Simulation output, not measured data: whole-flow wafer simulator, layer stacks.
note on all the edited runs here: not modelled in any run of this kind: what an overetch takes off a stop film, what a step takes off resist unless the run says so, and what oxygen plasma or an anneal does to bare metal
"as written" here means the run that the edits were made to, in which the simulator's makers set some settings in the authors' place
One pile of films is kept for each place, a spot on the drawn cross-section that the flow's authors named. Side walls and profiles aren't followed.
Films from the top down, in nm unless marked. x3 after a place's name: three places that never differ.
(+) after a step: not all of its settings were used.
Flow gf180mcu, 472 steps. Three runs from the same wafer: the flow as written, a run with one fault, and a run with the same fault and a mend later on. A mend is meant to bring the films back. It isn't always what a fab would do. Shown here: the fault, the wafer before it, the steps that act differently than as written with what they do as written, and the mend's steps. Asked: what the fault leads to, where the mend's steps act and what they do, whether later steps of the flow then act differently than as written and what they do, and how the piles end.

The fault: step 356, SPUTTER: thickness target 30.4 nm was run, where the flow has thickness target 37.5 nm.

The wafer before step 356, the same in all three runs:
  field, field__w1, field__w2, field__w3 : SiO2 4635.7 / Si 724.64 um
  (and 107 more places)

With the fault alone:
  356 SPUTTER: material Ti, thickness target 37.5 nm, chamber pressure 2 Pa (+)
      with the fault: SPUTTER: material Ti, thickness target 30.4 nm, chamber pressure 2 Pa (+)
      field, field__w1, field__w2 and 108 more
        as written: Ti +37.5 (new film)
        with the fault: Ti +30.4 (new film)
  Later steps of the flow that act differently than as written:
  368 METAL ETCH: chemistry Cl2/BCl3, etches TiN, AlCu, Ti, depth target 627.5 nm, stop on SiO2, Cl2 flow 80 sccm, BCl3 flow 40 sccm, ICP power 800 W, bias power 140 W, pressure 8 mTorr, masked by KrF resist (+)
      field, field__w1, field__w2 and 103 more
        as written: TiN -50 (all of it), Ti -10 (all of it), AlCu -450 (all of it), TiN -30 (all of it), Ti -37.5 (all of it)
        with the fault: TiN -50 (all of it), Ti -10 (all of it), AlCu -450 (all of it), TiN -30 (all of it), Ti -30.4 (all of it)
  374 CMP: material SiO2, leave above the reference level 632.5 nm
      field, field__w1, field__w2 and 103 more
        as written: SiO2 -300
        with the fault: SiO2 -307.1
  At the end the piles differ from the flow's by more than 2% or 0.5 nm, whichever is larger, at field__w8, contact, m1, m1__w1, m1_nw.
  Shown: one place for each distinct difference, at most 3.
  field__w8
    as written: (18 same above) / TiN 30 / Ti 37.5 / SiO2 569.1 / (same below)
    with the fault: (18 same above) / TiN 30 / Ti 30.4 / SiO2 569.1 / (same below)
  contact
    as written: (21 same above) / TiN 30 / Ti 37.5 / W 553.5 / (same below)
    with the fault: (21 same above) / TiN 30 / Ti 30.4 / W 553.5 / (same below)

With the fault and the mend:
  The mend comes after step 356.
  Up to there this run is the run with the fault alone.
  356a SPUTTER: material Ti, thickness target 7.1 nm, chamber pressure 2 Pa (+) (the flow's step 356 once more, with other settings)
      field, field__w1, field__w2 and 108 more
        Ti +7.1
  No later step of the flow acts differently than as written at any place that is followed.
  At the end the piles are the same as the flow's at every place that both follow.
